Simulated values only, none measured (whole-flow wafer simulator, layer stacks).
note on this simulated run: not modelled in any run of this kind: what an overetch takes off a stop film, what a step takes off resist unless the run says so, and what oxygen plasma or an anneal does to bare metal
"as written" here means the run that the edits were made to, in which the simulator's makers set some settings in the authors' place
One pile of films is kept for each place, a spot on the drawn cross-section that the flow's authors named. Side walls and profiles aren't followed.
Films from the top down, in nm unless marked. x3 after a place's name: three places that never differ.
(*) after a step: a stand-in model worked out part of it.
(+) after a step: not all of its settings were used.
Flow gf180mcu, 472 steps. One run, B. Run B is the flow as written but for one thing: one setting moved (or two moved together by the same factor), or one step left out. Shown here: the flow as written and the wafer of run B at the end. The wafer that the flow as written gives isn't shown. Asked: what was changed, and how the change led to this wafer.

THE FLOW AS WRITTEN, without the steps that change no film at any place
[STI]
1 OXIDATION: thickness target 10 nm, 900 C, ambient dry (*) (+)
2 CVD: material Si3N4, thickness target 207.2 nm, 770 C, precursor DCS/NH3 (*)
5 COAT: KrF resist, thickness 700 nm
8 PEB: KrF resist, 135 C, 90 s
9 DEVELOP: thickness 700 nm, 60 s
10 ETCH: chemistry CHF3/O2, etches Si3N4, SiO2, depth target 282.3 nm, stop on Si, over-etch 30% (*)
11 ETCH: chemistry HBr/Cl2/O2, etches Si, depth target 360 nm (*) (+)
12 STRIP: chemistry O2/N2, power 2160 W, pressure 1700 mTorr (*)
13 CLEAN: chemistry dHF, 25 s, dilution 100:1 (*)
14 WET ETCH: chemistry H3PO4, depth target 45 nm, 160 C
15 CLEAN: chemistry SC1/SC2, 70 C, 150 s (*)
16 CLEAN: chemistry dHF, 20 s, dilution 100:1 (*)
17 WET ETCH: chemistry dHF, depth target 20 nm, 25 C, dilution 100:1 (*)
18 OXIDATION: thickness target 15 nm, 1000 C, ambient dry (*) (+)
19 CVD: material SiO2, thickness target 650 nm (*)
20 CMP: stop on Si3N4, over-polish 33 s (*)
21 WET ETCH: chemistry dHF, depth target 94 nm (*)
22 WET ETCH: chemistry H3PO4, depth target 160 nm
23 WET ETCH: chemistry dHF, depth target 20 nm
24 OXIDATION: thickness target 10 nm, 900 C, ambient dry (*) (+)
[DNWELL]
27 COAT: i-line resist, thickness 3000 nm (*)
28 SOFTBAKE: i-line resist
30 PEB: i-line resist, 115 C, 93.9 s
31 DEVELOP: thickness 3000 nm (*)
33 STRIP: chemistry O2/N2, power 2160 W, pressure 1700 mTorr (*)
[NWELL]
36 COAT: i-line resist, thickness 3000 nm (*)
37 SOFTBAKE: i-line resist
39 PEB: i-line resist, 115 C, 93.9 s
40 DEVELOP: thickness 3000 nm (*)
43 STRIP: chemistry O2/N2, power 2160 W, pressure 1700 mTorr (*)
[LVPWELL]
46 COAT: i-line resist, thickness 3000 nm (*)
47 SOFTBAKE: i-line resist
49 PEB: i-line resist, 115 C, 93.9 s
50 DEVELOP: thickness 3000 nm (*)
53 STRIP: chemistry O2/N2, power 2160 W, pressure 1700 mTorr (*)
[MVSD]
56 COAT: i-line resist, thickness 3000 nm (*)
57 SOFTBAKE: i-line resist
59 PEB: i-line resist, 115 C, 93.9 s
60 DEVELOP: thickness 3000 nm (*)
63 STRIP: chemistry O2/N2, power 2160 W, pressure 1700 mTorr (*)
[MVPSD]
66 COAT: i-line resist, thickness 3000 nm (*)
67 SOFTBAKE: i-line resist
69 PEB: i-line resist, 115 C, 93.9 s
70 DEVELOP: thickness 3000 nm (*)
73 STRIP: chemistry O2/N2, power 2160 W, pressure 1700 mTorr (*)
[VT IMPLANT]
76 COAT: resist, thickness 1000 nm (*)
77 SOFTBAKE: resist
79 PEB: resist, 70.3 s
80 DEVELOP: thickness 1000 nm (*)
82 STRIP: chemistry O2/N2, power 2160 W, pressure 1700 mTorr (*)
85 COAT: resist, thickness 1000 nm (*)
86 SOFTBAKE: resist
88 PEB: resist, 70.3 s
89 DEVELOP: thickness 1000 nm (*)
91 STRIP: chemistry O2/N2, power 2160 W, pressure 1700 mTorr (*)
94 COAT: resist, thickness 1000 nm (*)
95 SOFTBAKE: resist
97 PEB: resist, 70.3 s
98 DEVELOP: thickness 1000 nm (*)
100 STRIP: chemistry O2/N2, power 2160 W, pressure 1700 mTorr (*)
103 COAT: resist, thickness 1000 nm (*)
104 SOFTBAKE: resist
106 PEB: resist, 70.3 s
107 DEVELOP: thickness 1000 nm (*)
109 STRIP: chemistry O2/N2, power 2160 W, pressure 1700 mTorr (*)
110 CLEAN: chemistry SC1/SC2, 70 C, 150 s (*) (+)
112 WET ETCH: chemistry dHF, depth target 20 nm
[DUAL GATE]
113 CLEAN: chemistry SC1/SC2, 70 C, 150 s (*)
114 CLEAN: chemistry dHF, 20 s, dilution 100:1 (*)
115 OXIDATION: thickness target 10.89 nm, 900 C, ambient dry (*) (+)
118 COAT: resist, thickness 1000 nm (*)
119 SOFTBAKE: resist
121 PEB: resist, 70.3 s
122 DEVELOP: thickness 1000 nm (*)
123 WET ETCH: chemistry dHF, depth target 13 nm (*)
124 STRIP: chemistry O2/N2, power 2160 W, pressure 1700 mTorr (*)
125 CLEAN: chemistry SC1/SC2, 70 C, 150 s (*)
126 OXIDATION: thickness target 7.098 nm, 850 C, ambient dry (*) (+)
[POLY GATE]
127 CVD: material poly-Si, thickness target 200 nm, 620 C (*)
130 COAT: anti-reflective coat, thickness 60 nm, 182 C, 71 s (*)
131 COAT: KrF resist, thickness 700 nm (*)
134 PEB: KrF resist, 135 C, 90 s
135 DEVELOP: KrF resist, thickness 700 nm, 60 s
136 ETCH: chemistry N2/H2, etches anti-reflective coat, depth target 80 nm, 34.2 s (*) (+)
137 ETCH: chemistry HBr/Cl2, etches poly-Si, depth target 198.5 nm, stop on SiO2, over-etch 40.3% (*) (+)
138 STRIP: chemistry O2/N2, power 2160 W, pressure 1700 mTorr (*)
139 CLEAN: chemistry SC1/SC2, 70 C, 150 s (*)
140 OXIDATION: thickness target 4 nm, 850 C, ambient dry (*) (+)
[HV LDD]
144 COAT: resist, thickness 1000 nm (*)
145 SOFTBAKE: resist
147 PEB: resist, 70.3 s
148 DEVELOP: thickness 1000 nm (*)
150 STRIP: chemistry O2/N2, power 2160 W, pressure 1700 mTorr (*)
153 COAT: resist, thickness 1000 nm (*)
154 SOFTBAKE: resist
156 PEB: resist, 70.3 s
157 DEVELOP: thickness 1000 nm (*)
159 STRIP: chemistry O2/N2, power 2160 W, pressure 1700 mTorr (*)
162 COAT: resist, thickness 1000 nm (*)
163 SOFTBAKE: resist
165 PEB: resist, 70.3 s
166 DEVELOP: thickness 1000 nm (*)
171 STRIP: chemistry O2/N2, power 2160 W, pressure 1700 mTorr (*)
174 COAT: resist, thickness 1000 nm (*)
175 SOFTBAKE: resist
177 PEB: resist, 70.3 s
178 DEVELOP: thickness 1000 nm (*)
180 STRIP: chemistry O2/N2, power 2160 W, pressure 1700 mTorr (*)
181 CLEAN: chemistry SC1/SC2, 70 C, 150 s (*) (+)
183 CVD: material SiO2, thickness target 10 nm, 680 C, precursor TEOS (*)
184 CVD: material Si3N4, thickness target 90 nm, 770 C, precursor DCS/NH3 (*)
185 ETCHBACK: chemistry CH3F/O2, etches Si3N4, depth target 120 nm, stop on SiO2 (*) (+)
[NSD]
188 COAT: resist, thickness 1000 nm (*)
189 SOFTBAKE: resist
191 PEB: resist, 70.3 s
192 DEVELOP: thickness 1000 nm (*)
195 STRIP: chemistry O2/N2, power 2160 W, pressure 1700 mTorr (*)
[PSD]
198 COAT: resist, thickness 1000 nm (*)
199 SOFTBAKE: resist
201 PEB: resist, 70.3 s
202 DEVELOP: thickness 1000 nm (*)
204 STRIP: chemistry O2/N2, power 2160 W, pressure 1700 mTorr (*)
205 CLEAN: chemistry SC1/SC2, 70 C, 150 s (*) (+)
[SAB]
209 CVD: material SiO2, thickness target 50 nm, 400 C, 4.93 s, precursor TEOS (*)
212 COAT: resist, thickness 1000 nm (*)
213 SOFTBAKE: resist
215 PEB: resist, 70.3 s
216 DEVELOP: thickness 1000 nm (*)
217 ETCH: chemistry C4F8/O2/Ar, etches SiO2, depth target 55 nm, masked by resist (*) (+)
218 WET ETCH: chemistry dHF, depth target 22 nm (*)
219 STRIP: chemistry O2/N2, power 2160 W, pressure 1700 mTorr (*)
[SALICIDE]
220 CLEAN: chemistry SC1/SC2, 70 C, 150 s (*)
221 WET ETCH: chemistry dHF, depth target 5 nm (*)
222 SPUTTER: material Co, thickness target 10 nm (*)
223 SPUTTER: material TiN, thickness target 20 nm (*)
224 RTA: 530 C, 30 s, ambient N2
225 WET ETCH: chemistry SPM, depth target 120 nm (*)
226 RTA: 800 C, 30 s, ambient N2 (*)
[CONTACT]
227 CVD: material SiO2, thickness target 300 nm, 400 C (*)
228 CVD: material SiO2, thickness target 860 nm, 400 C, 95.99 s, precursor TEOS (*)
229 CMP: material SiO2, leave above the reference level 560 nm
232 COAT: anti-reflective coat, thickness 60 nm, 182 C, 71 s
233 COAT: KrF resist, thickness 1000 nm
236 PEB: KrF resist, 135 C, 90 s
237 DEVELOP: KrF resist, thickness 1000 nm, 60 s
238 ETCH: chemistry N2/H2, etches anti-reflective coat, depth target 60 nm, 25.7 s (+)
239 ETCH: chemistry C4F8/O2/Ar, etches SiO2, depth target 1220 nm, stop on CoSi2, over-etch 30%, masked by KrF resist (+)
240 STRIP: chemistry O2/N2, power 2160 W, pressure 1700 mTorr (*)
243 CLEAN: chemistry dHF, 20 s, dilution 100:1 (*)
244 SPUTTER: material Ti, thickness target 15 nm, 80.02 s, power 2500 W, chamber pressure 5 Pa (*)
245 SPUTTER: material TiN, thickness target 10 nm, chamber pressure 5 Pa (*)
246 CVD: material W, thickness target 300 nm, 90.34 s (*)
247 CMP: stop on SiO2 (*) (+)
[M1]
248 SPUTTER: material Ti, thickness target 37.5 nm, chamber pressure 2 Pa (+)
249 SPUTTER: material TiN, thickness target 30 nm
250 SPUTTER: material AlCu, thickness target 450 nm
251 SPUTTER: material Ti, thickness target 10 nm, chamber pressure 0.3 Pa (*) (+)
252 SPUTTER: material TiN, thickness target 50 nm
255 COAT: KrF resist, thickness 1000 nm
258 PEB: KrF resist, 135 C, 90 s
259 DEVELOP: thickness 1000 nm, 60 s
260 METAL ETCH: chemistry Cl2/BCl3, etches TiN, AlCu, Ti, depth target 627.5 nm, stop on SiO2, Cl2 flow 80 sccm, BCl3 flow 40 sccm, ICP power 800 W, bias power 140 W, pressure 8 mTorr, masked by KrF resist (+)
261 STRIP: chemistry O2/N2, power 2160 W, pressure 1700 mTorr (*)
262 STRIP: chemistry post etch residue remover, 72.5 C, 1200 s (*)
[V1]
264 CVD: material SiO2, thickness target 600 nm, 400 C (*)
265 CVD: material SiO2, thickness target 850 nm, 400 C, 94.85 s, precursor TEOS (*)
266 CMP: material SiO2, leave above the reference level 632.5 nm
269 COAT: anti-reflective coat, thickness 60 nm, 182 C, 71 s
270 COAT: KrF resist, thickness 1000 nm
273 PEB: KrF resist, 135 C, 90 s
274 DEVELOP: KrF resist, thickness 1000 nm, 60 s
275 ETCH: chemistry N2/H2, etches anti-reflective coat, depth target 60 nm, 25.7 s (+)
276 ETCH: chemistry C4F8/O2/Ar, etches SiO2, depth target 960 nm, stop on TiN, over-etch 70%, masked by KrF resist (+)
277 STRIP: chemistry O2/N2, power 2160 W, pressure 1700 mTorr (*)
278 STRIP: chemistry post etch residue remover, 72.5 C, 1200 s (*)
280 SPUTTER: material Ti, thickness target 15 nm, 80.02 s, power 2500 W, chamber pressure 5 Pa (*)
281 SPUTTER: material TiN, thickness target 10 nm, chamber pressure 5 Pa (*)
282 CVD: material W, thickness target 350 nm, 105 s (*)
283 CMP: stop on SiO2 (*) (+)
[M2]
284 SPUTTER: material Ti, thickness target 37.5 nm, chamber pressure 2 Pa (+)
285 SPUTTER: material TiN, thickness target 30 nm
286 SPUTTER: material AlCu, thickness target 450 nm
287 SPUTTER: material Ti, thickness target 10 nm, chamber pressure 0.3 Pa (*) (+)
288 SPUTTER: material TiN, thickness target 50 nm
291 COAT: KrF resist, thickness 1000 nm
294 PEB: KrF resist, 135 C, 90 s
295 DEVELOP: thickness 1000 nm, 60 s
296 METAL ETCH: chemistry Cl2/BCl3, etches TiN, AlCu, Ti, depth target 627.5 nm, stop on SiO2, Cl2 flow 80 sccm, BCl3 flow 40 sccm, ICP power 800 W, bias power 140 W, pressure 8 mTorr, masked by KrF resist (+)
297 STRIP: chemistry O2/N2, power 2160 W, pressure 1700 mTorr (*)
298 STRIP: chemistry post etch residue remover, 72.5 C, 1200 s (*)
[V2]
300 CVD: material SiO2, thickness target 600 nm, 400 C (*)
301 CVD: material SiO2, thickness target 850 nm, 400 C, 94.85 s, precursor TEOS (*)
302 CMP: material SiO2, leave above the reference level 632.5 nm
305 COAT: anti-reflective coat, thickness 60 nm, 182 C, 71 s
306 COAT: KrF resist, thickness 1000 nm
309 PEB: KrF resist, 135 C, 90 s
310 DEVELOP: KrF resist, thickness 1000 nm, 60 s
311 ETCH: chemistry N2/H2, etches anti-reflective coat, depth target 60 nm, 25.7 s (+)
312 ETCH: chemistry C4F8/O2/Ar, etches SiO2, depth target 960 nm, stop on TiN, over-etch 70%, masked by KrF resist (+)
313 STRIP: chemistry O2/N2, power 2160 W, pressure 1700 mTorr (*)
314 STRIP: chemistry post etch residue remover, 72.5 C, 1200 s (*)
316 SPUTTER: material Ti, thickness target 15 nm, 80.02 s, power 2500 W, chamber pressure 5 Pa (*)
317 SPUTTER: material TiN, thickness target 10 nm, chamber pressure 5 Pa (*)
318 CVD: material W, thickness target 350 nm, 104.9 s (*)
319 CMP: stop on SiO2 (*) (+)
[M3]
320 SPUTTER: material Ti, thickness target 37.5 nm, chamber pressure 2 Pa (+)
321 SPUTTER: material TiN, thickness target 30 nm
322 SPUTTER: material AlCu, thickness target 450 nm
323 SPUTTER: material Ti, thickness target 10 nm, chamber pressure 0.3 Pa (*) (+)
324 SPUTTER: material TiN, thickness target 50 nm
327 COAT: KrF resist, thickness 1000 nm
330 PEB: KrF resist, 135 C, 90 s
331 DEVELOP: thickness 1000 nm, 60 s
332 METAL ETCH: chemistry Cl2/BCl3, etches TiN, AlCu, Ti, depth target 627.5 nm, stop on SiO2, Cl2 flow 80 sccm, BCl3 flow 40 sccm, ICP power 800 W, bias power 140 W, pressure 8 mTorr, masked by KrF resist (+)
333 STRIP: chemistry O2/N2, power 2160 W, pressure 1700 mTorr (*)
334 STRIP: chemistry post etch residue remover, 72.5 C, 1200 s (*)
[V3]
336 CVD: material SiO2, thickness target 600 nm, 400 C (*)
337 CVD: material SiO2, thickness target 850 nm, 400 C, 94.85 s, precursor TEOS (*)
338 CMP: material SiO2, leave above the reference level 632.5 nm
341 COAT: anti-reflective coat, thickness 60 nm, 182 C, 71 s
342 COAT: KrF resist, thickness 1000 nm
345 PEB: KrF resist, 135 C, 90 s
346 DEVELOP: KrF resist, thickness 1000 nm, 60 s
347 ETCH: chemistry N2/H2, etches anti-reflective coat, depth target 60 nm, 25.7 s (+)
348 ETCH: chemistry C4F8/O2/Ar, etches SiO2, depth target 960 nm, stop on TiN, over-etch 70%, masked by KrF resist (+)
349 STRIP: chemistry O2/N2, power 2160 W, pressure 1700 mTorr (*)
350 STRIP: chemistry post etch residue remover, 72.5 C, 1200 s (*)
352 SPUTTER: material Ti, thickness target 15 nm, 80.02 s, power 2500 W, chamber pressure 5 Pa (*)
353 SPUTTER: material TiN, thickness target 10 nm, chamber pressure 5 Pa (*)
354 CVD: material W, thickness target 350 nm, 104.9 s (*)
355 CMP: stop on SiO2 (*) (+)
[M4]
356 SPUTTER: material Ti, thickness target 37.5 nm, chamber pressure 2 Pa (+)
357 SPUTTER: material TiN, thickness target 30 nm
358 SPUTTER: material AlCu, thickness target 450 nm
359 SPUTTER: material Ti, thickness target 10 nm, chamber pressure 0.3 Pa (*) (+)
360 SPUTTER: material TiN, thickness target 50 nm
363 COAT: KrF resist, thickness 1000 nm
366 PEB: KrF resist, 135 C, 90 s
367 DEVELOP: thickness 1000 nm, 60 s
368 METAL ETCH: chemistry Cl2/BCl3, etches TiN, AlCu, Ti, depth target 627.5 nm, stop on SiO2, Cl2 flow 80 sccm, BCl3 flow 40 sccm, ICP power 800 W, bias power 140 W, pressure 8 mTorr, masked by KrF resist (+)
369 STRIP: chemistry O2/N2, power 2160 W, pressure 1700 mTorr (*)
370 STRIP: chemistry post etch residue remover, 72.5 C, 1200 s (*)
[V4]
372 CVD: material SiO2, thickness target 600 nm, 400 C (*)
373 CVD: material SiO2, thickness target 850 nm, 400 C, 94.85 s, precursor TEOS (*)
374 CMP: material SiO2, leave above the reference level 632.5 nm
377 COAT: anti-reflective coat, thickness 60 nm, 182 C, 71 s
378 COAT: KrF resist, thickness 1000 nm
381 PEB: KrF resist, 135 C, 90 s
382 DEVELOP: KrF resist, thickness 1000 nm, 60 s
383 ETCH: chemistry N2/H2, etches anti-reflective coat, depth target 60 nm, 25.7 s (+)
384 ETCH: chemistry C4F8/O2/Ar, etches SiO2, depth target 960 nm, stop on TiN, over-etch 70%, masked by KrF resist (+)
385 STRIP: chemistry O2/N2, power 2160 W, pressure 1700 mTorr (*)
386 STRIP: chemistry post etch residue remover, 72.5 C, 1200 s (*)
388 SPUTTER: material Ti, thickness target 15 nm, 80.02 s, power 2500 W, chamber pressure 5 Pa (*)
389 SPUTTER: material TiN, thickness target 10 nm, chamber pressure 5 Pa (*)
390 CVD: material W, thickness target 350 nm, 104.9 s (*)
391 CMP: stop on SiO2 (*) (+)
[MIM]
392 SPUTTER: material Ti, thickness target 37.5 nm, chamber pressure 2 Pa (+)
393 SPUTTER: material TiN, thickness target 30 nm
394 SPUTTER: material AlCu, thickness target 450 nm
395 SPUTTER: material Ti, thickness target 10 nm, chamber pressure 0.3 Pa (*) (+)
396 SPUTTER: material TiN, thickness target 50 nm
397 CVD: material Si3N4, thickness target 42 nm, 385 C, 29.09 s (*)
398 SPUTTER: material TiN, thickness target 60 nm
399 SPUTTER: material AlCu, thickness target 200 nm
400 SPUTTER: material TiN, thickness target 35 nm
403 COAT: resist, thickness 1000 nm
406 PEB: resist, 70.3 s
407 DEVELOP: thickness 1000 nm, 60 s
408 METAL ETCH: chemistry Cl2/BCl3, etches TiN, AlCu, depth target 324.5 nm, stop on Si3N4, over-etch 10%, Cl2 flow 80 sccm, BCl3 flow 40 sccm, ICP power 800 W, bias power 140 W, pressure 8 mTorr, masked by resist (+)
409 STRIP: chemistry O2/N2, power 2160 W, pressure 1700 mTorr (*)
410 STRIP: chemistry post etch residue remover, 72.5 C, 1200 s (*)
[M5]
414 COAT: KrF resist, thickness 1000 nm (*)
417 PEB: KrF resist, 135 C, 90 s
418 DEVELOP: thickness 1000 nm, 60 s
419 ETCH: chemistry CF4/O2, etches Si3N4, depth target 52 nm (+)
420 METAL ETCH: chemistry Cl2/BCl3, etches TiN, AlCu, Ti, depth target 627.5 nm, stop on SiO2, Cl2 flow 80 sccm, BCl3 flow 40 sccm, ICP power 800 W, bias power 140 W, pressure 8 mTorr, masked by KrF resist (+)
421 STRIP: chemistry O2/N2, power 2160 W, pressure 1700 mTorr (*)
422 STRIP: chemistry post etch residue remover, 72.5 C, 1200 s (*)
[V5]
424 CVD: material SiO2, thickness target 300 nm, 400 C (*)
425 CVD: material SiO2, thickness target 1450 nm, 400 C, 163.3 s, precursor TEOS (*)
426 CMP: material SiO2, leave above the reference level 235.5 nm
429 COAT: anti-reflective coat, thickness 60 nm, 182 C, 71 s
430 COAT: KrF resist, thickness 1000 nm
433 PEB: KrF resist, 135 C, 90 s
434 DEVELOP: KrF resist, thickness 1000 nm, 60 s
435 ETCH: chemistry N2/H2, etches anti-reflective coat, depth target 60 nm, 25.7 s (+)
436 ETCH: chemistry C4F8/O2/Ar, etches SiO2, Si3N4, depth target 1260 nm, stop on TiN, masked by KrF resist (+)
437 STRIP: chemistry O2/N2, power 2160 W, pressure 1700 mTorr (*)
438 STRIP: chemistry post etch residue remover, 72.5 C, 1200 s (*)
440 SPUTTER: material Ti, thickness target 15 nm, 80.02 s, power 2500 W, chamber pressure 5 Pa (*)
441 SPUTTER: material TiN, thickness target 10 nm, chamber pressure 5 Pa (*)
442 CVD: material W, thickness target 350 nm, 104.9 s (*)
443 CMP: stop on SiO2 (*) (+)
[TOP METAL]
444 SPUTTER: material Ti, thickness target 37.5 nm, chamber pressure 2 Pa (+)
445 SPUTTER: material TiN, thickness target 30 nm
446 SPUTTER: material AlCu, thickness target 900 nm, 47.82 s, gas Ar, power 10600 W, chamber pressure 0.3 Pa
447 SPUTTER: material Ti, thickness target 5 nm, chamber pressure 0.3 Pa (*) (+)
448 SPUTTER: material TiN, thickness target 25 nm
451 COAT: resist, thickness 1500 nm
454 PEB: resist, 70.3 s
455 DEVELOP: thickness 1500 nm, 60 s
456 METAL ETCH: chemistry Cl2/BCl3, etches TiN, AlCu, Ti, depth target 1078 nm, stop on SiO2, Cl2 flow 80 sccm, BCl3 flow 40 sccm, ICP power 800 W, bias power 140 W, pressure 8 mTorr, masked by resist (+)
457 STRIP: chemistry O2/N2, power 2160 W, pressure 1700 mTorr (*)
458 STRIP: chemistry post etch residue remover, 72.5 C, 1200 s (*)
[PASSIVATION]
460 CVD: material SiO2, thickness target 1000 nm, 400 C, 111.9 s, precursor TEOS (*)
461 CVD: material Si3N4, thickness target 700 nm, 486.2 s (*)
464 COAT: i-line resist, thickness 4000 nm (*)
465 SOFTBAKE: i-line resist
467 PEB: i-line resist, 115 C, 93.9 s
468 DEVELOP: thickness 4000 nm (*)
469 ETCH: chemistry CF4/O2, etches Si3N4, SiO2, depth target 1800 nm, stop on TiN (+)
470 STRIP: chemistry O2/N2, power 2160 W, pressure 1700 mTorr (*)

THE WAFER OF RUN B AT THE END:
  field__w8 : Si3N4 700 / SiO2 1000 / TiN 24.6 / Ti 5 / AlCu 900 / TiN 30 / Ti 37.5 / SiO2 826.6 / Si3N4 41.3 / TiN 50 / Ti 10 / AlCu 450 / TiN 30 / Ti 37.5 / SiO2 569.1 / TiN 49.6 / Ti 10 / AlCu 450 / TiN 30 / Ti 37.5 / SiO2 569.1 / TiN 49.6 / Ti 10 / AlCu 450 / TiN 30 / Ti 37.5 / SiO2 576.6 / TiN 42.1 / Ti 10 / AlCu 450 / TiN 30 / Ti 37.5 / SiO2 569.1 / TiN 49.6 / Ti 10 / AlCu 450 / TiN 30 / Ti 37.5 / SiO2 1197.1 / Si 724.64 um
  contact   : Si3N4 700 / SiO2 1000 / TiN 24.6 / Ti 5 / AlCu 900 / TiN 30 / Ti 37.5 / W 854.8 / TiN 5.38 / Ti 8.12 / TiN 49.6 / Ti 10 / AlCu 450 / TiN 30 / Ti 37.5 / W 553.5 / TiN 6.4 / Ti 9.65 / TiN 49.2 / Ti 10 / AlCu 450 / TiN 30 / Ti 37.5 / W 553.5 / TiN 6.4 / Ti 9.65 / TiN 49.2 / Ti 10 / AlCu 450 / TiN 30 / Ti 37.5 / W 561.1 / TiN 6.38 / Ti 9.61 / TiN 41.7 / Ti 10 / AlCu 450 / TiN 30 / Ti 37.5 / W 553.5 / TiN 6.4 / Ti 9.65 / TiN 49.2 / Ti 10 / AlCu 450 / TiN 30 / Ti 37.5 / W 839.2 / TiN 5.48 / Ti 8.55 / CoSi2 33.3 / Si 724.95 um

The cause: step 288, SPUTTER: thickness target 42.5 nm was run, where the flow has thickness target 50 nm.

How the change led to this, step by step:
  288 SPUTTER: material TiN, thickness target 50 nm
      field, field__w1, field__w2 and 108 more: TiN +42.5 (new film) (as written it would be: TiN +50 (new film))
  296 METAL ETCH: chemistry Cl2/BCl3, etches TiN, AlCu, Ti, depth target 627.5 nm, stop on SiO2, Cl2 flow 80 sccm, BCl3 flow 40 sccm, ICP power 800 W, bias power 140 W, pressure 8 mTorr, masked by KrF resist (+)
      field, field__w1, field__w2 and 103 more: TiN -42.5 (all of it), Ti -10 (all of it), AlCu -450 (all of it), TiN -30 (all of it), Ti -37.5 (all of it) (as written it would be: TiN -50 (all of it), Ti -10 (all of it), AlCu -450 (all of it), TiN -30 (all of it), Ti -37.5 (all of it))
